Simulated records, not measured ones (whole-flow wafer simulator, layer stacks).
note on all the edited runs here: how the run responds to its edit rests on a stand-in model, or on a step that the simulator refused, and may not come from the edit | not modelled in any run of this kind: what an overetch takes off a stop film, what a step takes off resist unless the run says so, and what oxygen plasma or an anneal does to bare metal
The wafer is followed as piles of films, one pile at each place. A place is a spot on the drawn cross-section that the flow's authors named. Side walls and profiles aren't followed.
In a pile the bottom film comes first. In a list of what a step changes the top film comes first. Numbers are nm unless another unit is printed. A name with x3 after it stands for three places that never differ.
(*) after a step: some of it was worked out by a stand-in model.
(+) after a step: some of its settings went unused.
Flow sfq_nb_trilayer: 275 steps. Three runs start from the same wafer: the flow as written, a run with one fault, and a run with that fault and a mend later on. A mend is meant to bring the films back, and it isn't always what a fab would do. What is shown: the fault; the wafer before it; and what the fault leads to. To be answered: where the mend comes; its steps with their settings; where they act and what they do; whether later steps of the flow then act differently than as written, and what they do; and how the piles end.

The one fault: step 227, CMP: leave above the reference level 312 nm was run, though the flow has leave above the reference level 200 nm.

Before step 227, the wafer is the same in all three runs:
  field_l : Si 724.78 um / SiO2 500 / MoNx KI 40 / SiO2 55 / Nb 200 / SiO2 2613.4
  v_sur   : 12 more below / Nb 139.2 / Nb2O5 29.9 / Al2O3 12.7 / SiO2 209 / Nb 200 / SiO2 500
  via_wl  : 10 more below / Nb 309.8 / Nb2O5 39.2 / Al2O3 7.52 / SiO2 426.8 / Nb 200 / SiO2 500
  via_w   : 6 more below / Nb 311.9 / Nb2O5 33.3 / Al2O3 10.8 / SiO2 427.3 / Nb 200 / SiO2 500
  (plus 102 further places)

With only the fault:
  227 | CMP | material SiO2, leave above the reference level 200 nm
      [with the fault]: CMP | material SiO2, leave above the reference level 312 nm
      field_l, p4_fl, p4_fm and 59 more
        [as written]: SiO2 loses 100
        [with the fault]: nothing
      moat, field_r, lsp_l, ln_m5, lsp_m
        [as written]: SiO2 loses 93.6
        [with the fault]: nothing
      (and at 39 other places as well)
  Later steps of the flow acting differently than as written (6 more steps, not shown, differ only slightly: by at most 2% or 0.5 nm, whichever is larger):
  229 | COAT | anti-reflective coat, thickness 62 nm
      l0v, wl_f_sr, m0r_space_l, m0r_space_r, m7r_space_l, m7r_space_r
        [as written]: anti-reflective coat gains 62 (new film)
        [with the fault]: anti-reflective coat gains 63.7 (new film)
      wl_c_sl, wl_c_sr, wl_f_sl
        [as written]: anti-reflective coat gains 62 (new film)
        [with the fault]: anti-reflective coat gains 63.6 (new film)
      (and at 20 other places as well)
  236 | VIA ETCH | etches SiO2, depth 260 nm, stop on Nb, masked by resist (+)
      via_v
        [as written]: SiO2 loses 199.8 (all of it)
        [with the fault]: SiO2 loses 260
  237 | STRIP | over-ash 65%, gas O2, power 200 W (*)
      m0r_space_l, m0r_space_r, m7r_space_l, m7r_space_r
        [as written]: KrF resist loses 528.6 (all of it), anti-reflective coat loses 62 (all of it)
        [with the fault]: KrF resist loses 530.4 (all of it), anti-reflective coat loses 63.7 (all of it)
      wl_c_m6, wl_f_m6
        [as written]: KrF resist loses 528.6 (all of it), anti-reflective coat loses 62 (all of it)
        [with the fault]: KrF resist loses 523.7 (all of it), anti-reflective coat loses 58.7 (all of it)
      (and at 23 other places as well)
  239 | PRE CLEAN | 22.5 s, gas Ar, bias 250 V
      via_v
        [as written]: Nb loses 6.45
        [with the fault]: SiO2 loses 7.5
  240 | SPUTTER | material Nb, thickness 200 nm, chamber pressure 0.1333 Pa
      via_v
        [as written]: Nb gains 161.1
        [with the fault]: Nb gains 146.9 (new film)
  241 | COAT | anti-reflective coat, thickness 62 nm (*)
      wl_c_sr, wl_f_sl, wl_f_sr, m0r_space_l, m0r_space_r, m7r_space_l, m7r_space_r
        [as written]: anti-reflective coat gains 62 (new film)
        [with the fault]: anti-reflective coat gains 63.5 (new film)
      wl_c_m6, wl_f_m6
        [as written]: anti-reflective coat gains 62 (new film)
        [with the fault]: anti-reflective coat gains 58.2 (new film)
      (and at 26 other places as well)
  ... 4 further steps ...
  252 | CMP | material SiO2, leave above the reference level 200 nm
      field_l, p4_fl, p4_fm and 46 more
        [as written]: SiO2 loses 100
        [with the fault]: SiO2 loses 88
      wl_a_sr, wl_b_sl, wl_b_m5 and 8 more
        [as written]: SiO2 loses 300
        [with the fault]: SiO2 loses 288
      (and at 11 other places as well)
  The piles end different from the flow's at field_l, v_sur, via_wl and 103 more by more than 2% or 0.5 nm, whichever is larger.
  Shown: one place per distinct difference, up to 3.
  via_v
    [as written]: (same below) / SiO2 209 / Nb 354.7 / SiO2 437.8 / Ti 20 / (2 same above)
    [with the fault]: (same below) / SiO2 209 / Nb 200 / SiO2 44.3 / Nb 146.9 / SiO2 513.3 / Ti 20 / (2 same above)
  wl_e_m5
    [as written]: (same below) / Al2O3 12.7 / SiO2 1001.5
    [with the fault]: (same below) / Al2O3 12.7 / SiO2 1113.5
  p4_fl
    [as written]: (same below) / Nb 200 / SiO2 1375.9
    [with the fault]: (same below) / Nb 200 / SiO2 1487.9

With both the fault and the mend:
  After step 234 comes the mend.
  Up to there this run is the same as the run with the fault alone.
  234a | STRIP | over-ash 65%, gas O2, power 200 W (*)
      p4_w1, p3_l3, p3_s3, p3_l4, p3_s4, p3_l5
        KrF resist loses 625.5 (all of it), anti-reflective coat loses 62.1 (all of it)
      wire, be, be_sur, gap
        KrF resist loses 622.6 (all of it), anti-reflective coat loses 61.3 (all of it)
      wl_d_sl, wl_e_sr, m5r_line_l, m5r_line_r
        KrF resist loses 626.5 (all of it), anti-reflective coat loses 62.3 (all of it)
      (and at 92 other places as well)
  234b | CMP | material SiO2, leave above the reference level 200 nm (a further turn of the flow's step 227)
      field_l, p4_fl, p4_fm and 59 more
        SiO2 loses 100
      v_sur, via_wl, via_w and 33 more
        SiO2 loses 112
      moat, field_r, lsp_l, ln_m5, lsp_m
        SiO2 loses 93.6
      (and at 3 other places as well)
  234c | COAT | anti-reflective coat, thickness 62 nm (a further turn of the flow's step 229)
      field_l, v_sur, via_wl and 103 more
        anti-reflective coat gains 62 (new film)
  234d | COAT | KrF resist, thickness 650 nm (a further turn of the flow's step 230)
      field_l, v_sur, via_wl and 103 more
        KrF resist gains 650 (new film)
  234e | SOFTBAKE | KrF resist (a further turn of the flow's step 231)
      does not change any film at any place that is followed
  234f | EXPOSE | photomask I6, dose 11.91 mJ/cm2, NA 0.6, wavelength 248 nm (*) (a further turn of the flow's step 232)
      does not change any film at any place that is followed
  234g | PEB | KrF resist, 90 s (a further turn of the flow's step 233)
      field_l, v_sur, via_wl and 103 more
        KrF resist loses 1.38
  234h | DEVELOP | KrF resist, thickness 650 nm, 60 s (a further turn of the flow's step 234)
      field_l, v_sur, via_wl and 102 more
        KrF resist loses 23.5
      via_v
        KrF resist loses 648.6 (all of it)
  Every later step of the flow that is run acts as written at every place that is followed.
  The piles end the same as the flow's at every place that both follow.
